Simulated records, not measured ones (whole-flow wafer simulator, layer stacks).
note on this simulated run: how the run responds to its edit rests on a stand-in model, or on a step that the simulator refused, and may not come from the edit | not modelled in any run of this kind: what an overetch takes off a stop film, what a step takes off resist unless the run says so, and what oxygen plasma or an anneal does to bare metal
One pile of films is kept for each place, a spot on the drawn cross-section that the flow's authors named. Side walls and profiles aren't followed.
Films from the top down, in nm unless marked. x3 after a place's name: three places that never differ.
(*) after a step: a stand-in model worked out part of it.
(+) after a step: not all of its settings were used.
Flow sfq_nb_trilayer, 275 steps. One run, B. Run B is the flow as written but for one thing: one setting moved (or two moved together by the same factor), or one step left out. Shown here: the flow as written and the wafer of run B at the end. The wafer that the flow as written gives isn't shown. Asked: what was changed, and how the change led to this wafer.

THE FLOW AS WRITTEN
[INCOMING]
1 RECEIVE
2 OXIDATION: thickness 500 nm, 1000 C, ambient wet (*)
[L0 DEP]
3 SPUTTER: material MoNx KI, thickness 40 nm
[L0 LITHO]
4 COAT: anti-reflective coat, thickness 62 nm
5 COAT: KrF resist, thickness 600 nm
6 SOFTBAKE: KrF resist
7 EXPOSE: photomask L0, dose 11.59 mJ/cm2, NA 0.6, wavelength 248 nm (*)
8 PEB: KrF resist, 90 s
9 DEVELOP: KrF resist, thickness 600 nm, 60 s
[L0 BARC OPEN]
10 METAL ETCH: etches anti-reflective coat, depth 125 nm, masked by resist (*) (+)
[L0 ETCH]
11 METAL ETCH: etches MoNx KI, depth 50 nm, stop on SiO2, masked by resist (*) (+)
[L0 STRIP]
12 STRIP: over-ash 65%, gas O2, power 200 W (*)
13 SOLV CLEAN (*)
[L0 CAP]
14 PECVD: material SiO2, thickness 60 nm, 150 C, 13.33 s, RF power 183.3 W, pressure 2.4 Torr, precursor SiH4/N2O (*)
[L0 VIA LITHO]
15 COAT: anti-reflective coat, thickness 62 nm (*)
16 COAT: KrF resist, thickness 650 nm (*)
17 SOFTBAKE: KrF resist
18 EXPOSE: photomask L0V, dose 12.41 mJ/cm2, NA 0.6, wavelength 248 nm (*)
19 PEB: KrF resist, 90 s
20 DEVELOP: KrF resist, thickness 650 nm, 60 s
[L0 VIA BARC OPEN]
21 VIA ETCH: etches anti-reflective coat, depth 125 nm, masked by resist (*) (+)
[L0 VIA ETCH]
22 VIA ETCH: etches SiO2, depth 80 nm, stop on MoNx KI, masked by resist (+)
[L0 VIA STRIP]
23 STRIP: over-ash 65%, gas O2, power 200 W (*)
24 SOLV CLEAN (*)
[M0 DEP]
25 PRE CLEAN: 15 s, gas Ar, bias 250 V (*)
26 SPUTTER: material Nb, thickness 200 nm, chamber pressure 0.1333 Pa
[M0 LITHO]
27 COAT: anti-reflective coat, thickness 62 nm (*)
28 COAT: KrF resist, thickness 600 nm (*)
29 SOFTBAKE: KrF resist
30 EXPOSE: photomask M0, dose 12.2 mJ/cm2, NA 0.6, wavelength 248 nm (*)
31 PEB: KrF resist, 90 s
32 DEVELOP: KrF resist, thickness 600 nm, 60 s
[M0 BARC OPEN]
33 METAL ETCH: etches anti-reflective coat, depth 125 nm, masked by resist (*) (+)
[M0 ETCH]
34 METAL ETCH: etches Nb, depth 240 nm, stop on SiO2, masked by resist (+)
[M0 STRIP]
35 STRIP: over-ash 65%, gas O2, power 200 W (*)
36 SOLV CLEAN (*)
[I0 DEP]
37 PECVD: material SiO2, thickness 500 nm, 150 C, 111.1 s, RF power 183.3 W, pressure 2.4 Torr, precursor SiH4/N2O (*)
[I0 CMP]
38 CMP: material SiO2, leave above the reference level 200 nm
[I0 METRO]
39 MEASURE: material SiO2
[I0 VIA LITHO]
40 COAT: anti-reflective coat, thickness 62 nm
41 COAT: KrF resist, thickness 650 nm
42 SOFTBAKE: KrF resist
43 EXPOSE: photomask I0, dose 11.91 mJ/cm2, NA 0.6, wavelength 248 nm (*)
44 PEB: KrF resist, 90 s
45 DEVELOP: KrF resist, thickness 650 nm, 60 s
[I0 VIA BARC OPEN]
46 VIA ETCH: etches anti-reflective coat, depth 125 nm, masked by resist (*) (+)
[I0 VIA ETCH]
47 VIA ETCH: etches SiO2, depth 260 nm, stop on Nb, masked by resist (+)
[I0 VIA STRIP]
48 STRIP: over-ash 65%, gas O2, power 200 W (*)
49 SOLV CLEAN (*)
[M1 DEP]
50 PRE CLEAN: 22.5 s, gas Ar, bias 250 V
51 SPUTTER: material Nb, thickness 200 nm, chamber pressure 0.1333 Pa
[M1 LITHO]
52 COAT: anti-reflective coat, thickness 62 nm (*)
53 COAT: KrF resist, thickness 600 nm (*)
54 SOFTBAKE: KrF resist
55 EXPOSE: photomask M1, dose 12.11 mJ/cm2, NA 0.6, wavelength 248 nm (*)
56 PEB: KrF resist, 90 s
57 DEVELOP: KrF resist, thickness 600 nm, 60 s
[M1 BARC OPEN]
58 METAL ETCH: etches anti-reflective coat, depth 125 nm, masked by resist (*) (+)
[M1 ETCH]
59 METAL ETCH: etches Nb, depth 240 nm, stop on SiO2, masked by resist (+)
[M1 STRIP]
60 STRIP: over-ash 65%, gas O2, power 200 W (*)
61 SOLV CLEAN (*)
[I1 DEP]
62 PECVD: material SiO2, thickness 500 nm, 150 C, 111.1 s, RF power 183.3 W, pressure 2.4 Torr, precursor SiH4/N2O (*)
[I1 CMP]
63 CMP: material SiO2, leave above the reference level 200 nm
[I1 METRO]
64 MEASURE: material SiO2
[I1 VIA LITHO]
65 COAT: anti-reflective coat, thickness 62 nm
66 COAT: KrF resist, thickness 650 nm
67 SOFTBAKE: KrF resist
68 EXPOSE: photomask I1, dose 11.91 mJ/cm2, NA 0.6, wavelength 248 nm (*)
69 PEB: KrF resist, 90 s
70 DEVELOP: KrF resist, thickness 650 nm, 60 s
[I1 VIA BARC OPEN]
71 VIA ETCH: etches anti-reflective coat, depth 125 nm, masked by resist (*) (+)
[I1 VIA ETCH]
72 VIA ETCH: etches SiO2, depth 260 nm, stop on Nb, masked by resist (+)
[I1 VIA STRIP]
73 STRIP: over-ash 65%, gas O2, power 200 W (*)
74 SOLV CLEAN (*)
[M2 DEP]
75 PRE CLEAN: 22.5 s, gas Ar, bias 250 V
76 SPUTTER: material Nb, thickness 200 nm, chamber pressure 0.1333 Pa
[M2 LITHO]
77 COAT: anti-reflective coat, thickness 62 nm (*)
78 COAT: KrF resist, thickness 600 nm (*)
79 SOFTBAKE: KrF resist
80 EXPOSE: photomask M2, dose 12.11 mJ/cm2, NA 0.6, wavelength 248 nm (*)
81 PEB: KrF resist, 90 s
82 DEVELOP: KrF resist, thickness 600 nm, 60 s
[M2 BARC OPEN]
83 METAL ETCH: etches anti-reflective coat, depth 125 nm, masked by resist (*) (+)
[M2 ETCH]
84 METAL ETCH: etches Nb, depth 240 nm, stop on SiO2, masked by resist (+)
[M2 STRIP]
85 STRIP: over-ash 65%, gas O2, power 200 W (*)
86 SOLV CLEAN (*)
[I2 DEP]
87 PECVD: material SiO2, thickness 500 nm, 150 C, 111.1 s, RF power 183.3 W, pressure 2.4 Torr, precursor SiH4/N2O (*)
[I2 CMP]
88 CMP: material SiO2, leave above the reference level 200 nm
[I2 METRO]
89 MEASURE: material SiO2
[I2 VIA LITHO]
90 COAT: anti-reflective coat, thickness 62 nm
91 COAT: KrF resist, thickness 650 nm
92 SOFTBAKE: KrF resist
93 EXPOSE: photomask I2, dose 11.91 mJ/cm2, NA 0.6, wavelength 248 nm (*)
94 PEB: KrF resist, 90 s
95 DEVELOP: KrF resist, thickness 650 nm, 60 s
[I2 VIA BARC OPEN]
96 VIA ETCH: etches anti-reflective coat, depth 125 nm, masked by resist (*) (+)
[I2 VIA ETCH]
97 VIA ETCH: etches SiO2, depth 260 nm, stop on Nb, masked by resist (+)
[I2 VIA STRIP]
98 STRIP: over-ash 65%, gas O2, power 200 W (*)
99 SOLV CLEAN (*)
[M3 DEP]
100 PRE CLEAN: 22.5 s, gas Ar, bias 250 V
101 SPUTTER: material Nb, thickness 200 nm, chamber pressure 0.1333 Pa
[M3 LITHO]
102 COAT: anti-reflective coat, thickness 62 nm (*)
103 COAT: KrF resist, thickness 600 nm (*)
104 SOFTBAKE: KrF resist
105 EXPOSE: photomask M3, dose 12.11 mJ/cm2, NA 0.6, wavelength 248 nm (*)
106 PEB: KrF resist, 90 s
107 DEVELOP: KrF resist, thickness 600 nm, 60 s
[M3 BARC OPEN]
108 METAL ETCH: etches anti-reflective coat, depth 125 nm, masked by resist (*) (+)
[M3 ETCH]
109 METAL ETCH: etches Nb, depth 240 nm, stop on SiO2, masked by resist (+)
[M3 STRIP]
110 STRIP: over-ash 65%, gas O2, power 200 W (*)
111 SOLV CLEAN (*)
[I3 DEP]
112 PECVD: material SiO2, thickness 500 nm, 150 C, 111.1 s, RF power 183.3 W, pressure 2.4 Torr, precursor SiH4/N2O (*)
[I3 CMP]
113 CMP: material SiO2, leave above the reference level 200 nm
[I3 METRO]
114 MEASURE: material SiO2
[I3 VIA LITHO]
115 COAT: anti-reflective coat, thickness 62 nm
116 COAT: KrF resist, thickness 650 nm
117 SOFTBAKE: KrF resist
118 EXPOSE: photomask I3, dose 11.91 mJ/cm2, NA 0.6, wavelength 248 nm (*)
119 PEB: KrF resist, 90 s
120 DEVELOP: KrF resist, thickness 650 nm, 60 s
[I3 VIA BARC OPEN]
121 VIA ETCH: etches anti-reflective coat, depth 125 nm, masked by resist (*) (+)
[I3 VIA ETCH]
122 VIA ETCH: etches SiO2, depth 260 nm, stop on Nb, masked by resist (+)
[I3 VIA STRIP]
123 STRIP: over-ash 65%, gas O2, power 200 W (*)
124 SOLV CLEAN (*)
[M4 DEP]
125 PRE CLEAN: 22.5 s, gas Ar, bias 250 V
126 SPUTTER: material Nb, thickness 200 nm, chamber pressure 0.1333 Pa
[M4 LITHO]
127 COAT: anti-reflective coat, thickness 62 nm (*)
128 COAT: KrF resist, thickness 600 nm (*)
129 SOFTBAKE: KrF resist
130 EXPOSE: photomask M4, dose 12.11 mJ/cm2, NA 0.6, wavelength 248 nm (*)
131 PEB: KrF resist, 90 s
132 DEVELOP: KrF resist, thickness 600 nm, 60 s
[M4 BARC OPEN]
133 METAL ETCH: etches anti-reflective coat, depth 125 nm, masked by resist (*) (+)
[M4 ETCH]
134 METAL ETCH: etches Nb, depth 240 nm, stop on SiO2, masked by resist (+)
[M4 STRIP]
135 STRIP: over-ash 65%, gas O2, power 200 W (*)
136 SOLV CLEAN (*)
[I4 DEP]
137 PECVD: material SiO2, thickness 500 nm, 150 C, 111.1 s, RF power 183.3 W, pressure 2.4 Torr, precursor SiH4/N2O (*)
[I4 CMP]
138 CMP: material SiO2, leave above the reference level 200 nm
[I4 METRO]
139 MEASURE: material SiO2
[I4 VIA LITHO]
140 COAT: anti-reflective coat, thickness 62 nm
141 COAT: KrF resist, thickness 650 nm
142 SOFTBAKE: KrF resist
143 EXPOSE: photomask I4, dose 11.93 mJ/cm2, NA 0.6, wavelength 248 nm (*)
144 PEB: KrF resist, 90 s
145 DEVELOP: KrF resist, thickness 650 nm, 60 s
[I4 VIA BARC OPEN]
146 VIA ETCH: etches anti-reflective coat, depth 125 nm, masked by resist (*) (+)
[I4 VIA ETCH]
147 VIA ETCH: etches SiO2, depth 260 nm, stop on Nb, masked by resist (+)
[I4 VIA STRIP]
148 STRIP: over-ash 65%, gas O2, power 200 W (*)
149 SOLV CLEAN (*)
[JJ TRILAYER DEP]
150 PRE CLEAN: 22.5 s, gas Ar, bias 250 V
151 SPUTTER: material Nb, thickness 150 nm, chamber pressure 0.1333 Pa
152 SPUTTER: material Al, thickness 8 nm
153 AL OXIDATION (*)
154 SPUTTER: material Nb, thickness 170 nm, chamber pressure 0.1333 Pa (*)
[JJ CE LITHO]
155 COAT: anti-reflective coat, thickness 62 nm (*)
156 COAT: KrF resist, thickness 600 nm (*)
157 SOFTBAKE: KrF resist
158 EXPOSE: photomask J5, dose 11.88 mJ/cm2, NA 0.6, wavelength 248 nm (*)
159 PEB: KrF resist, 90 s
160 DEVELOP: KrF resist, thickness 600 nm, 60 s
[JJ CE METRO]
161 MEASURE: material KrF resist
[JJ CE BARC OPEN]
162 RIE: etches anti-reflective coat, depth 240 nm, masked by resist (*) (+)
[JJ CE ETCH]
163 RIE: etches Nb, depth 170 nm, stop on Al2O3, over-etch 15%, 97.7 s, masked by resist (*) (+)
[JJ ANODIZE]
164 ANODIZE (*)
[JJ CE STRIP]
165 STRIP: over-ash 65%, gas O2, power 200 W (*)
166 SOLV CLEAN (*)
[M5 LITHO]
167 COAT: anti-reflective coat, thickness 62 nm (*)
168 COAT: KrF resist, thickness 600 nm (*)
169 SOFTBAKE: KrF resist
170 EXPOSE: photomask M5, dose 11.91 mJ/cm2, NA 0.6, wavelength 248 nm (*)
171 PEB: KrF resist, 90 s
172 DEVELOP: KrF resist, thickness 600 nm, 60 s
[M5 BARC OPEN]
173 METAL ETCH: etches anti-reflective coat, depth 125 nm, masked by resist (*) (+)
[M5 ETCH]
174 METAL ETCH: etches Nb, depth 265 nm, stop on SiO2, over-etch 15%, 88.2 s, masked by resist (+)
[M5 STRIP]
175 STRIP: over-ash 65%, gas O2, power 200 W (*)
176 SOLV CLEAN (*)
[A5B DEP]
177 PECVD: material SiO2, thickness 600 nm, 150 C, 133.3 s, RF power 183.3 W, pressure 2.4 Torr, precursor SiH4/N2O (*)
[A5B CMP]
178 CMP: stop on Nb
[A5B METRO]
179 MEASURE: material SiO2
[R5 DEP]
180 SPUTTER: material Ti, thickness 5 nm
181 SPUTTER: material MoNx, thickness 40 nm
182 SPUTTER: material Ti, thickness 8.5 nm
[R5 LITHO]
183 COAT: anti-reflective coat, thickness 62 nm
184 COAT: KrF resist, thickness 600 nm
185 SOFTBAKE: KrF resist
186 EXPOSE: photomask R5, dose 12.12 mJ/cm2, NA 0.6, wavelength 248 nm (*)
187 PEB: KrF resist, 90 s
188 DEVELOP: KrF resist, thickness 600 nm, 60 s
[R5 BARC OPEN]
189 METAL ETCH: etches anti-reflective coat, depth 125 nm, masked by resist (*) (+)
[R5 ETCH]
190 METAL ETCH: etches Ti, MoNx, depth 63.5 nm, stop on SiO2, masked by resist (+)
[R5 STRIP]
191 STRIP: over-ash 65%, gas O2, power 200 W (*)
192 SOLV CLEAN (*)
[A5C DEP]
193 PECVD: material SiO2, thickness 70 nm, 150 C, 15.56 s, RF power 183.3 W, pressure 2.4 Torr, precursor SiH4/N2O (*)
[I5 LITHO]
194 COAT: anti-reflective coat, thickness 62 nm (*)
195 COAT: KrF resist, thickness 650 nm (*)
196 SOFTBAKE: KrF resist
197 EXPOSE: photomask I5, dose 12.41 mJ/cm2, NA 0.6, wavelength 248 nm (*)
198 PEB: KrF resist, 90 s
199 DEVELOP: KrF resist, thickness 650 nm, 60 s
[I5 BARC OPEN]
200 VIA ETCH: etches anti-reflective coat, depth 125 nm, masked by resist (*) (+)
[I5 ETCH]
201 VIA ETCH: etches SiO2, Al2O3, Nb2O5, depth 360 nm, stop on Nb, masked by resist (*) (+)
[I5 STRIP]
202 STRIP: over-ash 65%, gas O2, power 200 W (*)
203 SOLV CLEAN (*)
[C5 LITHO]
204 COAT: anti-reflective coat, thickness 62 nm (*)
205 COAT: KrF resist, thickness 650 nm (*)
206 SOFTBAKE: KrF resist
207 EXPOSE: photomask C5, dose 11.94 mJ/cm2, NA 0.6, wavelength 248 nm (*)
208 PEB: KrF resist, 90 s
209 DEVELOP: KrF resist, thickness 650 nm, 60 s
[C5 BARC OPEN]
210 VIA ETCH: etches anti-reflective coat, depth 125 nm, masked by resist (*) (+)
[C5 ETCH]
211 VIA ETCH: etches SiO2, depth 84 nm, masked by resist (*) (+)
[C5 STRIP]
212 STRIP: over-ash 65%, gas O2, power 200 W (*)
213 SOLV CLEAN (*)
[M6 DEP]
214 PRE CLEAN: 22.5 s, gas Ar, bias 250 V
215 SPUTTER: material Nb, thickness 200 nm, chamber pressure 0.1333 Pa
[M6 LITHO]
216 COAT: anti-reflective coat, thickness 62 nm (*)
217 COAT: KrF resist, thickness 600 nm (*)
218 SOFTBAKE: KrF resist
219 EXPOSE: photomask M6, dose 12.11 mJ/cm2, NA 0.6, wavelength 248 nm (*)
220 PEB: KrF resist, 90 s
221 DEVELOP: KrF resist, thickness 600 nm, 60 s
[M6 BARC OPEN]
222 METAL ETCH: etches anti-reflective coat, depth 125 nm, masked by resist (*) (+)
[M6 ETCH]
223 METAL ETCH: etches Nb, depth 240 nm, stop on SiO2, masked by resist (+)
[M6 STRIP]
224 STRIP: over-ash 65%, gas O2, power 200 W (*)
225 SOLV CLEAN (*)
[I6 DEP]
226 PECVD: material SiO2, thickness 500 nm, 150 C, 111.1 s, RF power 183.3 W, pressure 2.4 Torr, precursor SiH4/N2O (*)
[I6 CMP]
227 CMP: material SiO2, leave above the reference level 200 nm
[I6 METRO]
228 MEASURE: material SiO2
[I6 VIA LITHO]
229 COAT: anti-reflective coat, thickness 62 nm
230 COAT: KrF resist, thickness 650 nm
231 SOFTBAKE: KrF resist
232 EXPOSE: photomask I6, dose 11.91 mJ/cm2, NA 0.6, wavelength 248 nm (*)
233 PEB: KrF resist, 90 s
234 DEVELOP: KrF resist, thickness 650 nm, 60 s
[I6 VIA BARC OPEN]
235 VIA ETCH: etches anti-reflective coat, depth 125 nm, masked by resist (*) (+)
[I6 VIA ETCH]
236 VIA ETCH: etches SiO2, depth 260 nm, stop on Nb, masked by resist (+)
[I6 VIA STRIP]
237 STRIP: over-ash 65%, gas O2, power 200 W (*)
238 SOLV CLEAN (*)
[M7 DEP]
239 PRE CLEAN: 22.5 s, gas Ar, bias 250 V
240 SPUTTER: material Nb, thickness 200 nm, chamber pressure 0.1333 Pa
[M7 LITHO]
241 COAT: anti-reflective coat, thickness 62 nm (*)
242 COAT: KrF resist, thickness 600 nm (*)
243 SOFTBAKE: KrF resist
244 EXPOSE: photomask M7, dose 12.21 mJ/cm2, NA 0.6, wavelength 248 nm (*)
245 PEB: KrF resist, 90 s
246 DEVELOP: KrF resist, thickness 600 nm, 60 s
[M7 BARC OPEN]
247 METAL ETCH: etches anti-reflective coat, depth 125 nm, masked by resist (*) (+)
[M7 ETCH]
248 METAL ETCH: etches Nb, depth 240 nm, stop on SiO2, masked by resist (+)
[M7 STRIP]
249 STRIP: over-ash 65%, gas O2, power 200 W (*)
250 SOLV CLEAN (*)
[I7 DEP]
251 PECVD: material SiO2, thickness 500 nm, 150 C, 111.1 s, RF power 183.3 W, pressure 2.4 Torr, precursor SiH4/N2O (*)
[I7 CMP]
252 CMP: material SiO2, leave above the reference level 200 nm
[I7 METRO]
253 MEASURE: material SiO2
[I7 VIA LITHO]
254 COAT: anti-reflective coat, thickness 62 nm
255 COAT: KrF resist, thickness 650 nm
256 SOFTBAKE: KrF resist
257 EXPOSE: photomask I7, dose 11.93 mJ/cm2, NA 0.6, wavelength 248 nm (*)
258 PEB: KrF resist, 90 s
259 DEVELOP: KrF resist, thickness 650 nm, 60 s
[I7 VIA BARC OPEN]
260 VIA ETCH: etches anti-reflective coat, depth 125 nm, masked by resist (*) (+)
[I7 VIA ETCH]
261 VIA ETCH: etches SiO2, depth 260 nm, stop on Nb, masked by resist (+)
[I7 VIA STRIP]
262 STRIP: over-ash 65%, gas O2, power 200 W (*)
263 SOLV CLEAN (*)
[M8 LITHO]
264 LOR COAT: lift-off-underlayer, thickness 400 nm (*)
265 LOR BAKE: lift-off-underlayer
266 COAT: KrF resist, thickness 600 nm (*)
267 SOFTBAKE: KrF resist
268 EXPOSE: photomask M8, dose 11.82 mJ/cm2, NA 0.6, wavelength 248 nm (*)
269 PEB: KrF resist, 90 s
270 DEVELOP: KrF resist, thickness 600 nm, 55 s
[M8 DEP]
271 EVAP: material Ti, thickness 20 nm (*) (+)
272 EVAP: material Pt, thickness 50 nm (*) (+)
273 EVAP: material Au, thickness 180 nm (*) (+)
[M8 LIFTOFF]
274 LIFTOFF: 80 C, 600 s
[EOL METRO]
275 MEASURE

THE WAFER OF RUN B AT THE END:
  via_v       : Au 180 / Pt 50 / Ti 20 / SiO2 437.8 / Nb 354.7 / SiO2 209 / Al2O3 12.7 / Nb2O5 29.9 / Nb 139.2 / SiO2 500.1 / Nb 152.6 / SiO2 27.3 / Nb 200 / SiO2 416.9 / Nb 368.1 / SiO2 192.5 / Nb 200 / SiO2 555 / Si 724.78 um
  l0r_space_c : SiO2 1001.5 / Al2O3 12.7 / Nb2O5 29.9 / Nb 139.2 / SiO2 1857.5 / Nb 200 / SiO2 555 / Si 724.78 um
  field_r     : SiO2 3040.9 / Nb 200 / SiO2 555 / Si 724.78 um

The cause: step 113, CMP: leave above the reference level 295 nm was run, where the flow has leave above the reference level 200 nm.

How the change led to this, step by step:
  113 CMP: material SiO2, leave above the reference level 200 nm
      field_l, be, be_sur and 64 more: SiO2 -5 (as written it would be: SiO2 -100)
      v_sur, via_wl, via_wr and 27 more: SiO2 -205 (as written it would be: SiO2 -300)
      (and at 9 more places)
  122 VIA ETCH: etches SiO2, depth 260 nm, stop on Nb, masked by resist (+)
      via_v: SiO2 -260 (as written it would be: SiO2 -199.8 (all of it))
  125 PRE CLEAN: 22.5 s, gas Ar, bias 250 V
      via_v: SiO2 -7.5 (as written it would be: Nb -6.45)
  126 SPUTTER: material Nb, thickness 200 nm, chamber pressure 0.1333 Pa
      via_v: Nb +152.6 (new film) (as written it would be: Nb +165.5)
  127 COAT: anti-reflective coat, thickness 62 nm (*)
      via_sp: anti-reflective coat +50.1 (new film) (as written it would be: anti-reflective coat +53 (new film))
      via_v: anti-reflective coat +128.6 (new film) (as written it would be: anti-reflective coat +124.8 (new film))
      (and at 1 more place)
  128 COAT: KrF resist, thickness 600 nm (*)
      via_v: KrF resist +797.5 (new film) (as written it would be: KrF resist +739.8 (new film))
  135 STRIP: over-ash 65%, gas O2, power 200 W (*)
      via_sp: KrF resist -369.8 (all of it), anti-reflective coat -50.1 (all of it) (as written it would be: KrF resist -373.9 (all of it), anti-reflective coat -53 (all of it))
      via_v: KrF resist -579.3 (all of it), anti-reflective coat -128.6 (all of it) (as written it would be: KrF resist -521.8 (all of it), anti-reflective coat -124.8 (all of it))
      (and at 1 more place)
  137 PECVD: material SiO2, thickness 500 nm, 150 C, 111.1 s, RF power 183.3 W, pressure 2.4 Torr, precursor SiH4/N2O (*)
      via_v: SiO2 +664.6 (new film) (as written it would be: SiO2 +615 (new film))
  138 CMP: material SiO2, leave above the reference level 200 nm
      via_v: SiO2 -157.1 (as written it would be: SiO2 -181.6)
Counting metal films that touch as one body, via_v has 7 bodies (between them, from the top down: SiO2 437.8; SiO2 209 / Al2O3 12.7 / Nb2O5 29.9; SiO2 500.1; SiO2 27.3; SiO2 416.9; SiO2 192.5); the flow as written gives 6 bodies (between them, from the top down: SiO2 437.8; SiO2 209 / Al2O3 12.7 / Nb2O5 29.9; SiO2 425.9; SiO2 416.9; SiO2 192.5).
